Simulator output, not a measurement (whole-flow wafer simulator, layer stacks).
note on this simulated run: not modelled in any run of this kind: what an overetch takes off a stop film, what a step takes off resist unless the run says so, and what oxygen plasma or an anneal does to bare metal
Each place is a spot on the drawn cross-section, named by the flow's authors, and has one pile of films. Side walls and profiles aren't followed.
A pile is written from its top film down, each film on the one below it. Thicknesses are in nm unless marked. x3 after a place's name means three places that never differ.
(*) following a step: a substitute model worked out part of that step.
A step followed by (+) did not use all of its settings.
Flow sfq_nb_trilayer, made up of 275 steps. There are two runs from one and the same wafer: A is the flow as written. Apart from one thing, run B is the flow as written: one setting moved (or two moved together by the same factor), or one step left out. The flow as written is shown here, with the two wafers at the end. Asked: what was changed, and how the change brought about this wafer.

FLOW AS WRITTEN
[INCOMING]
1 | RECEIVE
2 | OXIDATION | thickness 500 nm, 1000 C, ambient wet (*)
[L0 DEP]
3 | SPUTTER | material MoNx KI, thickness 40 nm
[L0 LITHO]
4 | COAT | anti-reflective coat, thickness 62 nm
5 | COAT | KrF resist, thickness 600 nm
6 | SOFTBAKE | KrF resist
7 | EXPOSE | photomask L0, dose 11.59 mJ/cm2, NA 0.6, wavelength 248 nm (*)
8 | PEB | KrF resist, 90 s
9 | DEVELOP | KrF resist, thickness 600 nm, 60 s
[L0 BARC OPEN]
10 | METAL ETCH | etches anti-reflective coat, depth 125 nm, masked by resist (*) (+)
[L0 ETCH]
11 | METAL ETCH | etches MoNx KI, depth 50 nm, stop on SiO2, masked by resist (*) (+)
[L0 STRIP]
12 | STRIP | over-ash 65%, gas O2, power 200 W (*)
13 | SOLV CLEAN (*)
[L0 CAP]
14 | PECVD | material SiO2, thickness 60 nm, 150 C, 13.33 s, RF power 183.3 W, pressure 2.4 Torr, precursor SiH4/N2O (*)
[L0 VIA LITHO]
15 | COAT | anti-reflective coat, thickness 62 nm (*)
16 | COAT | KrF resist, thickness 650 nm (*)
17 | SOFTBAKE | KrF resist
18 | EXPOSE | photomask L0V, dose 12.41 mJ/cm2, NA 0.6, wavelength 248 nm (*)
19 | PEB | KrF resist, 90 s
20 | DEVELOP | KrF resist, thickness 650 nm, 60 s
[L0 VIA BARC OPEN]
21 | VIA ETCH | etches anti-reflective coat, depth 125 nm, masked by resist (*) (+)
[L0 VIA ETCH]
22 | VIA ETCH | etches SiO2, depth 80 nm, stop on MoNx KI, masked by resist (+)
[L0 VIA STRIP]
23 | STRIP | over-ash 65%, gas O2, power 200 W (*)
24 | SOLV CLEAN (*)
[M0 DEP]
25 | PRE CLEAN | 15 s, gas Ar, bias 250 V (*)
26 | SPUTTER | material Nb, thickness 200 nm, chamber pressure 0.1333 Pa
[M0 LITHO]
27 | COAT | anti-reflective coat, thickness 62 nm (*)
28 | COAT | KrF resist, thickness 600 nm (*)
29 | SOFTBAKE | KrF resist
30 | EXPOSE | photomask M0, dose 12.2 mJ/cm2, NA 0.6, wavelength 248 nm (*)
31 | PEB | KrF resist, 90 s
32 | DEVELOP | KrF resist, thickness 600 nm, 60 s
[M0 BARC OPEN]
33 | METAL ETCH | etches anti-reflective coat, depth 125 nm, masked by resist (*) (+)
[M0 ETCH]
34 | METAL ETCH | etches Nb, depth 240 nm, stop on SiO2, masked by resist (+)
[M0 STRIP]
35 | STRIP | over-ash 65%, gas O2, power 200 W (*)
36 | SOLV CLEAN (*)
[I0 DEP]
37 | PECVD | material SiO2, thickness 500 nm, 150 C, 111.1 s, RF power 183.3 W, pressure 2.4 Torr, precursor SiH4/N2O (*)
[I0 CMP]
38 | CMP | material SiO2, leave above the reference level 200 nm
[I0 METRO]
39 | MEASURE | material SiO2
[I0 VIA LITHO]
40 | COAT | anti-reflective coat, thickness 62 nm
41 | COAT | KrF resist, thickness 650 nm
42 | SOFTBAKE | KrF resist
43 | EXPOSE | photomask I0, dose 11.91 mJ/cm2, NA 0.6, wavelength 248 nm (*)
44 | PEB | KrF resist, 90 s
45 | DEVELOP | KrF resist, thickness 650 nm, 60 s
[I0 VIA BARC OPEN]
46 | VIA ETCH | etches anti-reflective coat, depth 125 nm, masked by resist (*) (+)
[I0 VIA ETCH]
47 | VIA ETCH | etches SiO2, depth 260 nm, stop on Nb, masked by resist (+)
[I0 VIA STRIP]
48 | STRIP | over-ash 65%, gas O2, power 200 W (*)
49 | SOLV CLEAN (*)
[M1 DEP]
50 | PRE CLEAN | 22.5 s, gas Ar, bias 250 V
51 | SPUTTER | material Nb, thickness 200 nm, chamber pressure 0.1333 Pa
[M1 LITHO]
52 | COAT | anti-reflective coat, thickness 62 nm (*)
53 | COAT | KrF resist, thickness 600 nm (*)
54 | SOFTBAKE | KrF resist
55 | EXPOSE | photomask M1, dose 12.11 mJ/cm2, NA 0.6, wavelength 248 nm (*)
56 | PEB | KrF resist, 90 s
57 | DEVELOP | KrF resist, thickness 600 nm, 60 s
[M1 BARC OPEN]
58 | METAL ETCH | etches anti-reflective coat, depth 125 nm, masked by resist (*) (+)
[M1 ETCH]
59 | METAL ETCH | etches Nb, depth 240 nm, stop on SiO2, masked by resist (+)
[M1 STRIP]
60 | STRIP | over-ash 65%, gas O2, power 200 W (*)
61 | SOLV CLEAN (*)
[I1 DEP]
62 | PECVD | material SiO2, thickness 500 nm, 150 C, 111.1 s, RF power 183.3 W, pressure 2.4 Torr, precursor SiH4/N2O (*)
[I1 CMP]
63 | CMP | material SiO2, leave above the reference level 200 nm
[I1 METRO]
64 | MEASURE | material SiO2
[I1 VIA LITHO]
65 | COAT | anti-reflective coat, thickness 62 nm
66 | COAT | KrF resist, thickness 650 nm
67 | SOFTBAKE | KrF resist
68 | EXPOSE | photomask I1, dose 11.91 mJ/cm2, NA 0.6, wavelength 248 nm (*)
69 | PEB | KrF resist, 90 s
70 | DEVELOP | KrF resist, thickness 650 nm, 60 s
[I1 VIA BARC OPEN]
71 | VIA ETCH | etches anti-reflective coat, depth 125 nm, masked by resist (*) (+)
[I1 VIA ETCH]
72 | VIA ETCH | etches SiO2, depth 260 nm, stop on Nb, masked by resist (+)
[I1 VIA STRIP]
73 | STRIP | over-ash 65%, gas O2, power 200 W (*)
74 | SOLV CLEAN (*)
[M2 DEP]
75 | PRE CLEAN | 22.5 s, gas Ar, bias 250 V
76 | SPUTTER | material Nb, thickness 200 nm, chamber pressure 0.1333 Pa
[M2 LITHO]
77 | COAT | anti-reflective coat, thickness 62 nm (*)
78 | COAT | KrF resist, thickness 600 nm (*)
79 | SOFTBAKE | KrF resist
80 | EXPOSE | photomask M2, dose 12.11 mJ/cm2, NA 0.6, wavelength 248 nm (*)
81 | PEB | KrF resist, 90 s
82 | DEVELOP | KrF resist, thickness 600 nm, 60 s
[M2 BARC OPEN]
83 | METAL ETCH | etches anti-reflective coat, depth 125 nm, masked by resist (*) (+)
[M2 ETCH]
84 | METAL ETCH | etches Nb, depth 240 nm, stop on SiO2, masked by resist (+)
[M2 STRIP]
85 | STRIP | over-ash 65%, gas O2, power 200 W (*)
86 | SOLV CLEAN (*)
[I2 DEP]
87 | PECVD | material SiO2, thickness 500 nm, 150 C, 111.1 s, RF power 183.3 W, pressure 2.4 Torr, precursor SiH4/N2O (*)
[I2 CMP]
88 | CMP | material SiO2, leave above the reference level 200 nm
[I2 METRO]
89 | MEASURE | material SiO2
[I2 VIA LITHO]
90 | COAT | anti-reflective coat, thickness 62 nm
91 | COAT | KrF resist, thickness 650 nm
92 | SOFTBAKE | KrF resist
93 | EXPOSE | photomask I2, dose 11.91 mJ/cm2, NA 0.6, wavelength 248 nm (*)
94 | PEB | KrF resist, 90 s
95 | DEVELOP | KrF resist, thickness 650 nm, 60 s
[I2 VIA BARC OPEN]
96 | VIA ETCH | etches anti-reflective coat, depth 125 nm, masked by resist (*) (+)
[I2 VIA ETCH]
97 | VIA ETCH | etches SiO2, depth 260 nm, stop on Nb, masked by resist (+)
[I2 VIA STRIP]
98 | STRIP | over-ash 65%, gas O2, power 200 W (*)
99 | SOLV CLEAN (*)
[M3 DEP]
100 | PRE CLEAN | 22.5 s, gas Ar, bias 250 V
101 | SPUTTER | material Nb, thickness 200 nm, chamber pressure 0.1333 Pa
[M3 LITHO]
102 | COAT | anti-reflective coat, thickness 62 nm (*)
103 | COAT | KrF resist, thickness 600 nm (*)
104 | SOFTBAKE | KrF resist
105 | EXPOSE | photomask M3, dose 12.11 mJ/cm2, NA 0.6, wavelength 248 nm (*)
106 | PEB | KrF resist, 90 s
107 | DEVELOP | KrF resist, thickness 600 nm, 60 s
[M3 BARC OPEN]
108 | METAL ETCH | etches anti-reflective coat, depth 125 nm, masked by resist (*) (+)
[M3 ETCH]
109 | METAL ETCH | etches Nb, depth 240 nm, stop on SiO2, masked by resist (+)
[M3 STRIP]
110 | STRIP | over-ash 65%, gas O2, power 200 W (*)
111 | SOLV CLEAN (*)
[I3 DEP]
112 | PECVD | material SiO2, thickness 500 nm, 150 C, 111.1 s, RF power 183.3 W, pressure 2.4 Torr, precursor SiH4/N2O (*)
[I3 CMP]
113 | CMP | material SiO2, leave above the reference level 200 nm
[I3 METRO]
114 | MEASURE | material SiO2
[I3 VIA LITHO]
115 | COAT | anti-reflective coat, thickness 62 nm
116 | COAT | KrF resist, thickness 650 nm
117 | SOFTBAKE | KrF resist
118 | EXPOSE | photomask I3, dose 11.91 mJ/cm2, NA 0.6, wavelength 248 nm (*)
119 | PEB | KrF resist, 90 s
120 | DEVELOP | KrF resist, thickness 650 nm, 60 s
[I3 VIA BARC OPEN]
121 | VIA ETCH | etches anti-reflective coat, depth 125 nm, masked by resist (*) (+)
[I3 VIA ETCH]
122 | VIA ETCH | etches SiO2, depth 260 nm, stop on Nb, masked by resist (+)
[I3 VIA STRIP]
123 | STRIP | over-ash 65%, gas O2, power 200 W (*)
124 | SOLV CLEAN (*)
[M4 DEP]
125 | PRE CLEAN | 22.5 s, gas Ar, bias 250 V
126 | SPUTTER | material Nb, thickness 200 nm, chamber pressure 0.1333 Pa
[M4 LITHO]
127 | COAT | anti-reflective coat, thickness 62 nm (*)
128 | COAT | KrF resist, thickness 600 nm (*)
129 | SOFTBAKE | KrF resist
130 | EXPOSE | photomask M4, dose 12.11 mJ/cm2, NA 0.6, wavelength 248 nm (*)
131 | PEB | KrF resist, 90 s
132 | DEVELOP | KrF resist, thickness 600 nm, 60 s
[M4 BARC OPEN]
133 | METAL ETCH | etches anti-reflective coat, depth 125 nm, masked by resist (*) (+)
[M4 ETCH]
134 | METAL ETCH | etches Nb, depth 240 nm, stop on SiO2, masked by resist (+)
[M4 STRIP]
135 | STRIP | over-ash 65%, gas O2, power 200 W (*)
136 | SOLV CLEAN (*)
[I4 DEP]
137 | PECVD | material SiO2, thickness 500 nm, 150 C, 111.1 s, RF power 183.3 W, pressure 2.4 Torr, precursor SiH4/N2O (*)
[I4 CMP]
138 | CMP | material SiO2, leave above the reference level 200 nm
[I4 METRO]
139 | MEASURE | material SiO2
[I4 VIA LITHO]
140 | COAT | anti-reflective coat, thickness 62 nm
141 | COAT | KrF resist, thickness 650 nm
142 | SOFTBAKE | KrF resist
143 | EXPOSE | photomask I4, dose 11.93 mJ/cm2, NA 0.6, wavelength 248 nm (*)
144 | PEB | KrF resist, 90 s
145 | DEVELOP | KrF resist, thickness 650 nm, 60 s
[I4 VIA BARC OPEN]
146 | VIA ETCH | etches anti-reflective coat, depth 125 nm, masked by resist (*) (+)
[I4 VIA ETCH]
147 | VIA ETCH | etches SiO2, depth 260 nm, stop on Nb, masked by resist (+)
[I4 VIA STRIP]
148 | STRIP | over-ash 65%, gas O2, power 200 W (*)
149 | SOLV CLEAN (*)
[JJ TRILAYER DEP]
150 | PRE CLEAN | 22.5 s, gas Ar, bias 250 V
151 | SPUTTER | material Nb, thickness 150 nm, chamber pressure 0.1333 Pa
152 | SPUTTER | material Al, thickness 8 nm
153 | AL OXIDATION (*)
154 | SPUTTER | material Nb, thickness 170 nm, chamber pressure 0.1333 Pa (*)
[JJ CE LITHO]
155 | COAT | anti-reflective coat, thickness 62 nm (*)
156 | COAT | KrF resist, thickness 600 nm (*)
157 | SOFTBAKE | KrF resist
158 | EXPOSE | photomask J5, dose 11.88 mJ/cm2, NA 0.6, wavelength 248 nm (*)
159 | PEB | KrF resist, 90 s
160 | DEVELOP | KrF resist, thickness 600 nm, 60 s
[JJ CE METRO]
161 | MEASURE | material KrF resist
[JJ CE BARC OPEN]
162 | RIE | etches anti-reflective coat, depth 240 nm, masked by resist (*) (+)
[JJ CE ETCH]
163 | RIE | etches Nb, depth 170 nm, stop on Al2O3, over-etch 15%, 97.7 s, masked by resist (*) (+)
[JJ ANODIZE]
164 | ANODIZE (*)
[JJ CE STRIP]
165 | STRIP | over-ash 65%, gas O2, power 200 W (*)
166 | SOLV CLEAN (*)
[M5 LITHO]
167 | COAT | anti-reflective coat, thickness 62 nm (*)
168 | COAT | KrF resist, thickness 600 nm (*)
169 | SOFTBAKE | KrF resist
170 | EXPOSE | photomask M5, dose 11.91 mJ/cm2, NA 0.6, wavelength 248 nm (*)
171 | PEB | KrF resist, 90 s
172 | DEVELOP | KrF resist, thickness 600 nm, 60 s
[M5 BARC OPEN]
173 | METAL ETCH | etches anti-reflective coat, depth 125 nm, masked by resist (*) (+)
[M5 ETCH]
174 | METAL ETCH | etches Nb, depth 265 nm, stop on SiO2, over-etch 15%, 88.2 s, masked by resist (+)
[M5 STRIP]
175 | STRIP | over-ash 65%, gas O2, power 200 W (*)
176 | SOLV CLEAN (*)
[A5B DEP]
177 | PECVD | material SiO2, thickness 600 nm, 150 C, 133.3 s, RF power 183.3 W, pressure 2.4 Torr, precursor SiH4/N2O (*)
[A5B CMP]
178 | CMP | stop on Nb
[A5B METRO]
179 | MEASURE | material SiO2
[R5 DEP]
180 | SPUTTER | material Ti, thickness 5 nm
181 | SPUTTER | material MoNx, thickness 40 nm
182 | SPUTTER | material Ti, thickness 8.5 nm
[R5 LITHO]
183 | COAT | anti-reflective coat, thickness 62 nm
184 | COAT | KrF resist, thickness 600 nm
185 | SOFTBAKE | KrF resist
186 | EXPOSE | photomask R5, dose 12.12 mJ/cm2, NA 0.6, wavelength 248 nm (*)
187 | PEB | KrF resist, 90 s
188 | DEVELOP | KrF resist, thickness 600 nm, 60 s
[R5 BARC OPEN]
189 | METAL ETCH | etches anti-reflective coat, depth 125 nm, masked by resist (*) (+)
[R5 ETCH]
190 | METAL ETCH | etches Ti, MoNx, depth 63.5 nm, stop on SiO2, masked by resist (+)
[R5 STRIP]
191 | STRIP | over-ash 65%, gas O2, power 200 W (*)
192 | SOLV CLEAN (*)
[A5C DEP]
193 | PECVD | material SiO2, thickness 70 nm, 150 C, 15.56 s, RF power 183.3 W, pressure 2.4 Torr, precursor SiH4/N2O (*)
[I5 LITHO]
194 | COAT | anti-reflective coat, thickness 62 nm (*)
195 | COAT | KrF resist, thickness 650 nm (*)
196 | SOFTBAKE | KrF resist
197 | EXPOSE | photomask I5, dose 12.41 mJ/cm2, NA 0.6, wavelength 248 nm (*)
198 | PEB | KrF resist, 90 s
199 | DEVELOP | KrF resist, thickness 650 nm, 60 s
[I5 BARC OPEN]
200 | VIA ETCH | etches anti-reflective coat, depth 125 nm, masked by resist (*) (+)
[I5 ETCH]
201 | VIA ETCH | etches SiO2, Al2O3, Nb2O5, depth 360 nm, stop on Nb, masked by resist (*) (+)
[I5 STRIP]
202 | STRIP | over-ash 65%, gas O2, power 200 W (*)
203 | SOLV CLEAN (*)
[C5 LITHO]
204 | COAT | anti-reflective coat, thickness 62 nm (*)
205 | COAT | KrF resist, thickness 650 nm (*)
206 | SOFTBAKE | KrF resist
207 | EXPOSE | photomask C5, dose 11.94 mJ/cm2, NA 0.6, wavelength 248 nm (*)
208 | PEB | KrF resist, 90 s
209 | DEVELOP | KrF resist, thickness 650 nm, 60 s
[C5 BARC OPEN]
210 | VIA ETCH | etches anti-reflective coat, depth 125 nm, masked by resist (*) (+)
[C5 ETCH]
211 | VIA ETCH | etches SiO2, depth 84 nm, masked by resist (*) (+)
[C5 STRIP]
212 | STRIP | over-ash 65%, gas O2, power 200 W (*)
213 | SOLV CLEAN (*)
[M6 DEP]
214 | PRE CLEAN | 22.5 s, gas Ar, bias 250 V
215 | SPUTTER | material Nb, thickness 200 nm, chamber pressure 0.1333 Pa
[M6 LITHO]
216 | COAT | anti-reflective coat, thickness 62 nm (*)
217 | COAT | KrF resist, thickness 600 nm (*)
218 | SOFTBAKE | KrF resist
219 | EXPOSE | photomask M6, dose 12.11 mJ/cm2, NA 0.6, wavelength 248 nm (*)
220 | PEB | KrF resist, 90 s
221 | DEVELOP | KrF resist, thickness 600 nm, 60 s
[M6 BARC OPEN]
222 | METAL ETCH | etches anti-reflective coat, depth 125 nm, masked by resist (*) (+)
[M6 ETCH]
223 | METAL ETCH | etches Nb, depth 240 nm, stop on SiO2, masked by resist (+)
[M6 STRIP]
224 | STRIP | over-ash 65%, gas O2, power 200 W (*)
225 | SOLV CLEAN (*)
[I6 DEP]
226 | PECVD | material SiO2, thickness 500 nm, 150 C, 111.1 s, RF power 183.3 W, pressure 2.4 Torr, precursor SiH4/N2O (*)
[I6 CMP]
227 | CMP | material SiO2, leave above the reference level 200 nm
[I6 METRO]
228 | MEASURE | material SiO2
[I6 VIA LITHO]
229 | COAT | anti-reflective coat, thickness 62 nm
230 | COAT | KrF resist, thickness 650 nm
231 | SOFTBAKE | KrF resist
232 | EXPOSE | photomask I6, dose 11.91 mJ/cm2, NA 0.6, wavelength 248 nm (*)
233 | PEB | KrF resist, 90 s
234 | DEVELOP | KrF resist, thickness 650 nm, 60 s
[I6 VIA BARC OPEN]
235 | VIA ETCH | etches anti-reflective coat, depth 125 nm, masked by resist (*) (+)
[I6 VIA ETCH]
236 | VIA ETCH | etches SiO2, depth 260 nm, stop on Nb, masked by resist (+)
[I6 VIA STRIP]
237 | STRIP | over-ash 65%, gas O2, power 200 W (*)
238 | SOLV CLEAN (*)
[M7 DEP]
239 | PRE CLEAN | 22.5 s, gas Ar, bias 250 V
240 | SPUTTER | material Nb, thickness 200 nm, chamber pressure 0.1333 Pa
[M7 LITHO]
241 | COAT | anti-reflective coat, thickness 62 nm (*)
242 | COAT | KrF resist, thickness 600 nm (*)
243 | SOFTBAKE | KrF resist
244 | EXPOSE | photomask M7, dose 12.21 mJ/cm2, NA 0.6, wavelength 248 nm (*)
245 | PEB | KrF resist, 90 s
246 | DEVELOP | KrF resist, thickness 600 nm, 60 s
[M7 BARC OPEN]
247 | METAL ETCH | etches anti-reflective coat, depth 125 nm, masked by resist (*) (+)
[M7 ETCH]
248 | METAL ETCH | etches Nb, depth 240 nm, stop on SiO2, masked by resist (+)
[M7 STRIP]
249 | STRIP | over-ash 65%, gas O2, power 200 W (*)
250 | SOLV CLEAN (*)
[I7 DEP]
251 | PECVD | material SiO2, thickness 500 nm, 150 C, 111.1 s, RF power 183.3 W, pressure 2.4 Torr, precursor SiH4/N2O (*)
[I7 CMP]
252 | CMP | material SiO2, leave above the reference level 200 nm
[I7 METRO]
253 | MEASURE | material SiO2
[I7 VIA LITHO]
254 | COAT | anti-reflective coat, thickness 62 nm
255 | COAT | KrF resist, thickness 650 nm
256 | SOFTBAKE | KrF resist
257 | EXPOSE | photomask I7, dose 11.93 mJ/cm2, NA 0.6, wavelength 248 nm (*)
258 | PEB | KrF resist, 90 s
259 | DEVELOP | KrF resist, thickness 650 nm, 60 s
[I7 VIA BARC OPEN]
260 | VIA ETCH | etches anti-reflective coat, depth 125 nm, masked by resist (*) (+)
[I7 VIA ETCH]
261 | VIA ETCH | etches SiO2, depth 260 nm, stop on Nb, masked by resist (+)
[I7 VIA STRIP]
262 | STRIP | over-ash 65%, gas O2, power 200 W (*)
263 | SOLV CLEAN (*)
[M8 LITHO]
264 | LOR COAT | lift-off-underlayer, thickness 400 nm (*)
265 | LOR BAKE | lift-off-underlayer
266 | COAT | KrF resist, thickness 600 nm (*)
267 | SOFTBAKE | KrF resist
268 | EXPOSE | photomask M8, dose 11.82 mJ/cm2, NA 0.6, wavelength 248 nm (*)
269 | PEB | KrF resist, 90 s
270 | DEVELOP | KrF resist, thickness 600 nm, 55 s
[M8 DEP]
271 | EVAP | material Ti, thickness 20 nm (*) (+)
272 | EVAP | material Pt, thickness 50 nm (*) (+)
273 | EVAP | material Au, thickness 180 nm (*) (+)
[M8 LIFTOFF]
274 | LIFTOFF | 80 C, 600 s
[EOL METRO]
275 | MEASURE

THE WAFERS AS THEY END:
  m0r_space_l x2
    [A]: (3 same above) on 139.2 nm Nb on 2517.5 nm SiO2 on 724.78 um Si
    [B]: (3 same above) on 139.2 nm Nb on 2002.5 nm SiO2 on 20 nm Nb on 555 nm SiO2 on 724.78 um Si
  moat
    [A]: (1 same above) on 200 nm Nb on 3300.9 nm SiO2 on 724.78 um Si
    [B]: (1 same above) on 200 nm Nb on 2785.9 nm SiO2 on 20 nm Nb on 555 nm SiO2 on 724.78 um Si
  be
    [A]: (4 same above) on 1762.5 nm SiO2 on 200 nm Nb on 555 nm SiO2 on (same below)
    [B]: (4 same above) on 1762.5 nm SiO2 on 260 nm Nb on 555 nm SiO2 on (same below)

Cause: step 26, SPUTTER: thickness 260 nm was run, though the flow has thickness 200 nm.
The wafer itself shows it: be has Nb 260, and step 26 as written asks for 200 nm.

How this came from the change, step by step:
  26 | SPUTTER | material Nb, thickness 200 nm, chamber pressure 0.1333 Pa
      field_l, v_sur, via_wl and 102 more: A +200 Nb (new film) | B +260 Nb (new film)
      l0v: A +195.7 Nb (new film) | B +255.8 Nb (new film)
  34 | METAL ETCH | etches Nb, depth 240 nm, stop on SiO2, masked by resist (+)
      moat, m0r_space_l x2: A -200 Nb (all of it) | B -240 Nb
  37 | PECVD | material SiO2, thickness 500 nm, 150 C, 111.1 s, RF power 183.3 W, pressure 2.4 Torr, precursor SiH4/N2O (*)
      moat, m0r_space_l x2: A +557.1 SiO2 | B +597.1 SiO2 (new film)
If metal films that touch count as one body, m0r_space_l x2 has 2 bodies (between them, from the top down: SiO2 2002.5); the flow as written gives 1 body.
If metal films that touch count as one body, moat has 2 bodies (between them, from the top down: SiO2 2785.9); the flow as written gives 1 body.
